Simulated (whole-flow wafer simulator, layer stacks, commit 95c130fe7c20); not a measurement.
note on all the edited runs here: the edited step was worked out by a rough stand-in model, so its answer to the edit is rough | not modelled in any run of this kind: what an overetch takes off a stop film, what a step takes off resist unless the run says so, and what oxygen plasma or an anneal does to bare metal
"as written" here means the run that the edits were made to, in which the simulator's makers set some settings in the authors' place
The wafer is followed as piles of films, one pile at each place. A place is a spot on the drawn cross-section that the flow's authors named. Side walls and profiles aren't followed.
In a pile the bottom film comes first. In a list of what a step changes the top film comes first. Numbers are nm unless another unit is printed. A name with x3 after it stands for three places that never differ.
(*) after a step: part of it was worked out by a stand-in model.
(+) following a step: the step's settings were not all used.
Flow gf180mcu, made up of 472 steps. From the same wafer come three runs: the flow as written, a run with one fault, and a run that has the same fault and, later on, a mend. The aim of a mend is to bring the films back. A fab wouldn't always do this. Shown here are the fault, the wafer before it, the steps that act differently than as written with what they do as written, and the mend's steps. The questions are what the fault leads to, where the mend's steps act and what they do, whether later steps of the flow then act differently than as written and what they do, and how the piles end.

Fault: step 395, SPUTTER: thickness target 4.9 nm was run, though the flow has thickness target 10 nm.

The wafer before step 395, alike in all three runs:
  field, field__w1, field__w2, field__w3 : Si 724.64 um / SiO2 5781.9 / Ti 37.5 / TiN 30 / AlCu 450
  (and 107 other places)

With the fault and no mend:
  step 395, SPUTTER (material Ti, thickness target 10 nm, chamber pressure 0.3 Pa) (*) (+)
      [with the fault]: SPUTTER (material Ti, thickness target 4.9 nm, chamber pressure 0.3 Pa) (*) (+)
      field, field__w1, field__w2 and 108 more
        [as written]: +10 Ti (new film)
        [with the fault]: +4.9 Ti (new film)
  Steps further on in the flow that do not act as written (2 more steps, not shown, differ only slightly: by at most 2% or 0.5 nm, whichever is larger):
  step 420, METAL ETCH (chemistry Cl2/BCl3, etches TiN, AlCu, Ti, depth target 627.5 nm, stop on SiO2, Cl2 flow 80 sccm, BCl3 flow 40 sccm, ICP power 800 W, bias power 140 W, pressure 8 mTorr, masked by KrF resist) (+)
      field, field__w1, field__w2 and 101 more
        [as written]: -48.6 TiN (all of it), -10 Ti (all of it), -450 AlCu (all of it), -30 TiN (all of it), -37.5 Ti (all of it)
        [with the fault]: -48.6 TiN (all of it), -4.9 Ti (all of it), -450 AlCu (all of it), -30 TiN (all of it), -37.5 Ti (all of it)
  The piles end different from the flow's at field__w4, field__w8, contact, m1, m1__w1, mim, mim_1p0, m1_nw by more than 2% or 0.5 nm, whichever is larger.
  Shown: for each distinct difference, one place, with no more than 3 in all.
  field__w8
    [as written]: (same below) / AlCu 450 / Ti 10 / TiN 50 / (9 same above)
    [with the fault]: (same below) / AlCu 450 / Ti 4.9 / TiN 50 / (9 same above)
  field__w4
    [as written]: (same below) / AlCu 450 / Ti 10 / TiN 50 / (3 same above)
    [with the fault]: (same below) / AlCu 450 / Ti 4.9 / TiN 50 / (3 same above)
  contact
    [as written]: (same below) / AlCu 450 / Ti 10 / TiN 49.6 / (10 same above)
    [with the fault]: (same below) / AlCu 450 / Ti 4.9 / TiN 49.6 / (10 same above)

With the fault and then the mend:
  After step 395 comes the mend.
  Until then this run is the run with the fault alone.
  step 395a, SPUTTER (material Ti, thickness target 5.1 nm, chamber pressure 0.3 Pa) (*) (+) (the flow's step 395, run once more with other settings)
      field, field__w1, field__w2 and 108 more
        +5.1 Ti
  Every later step of the flow that is run acts as written at every place that is followed.
  By the end, the piles equal the flow's at every place that both follow.
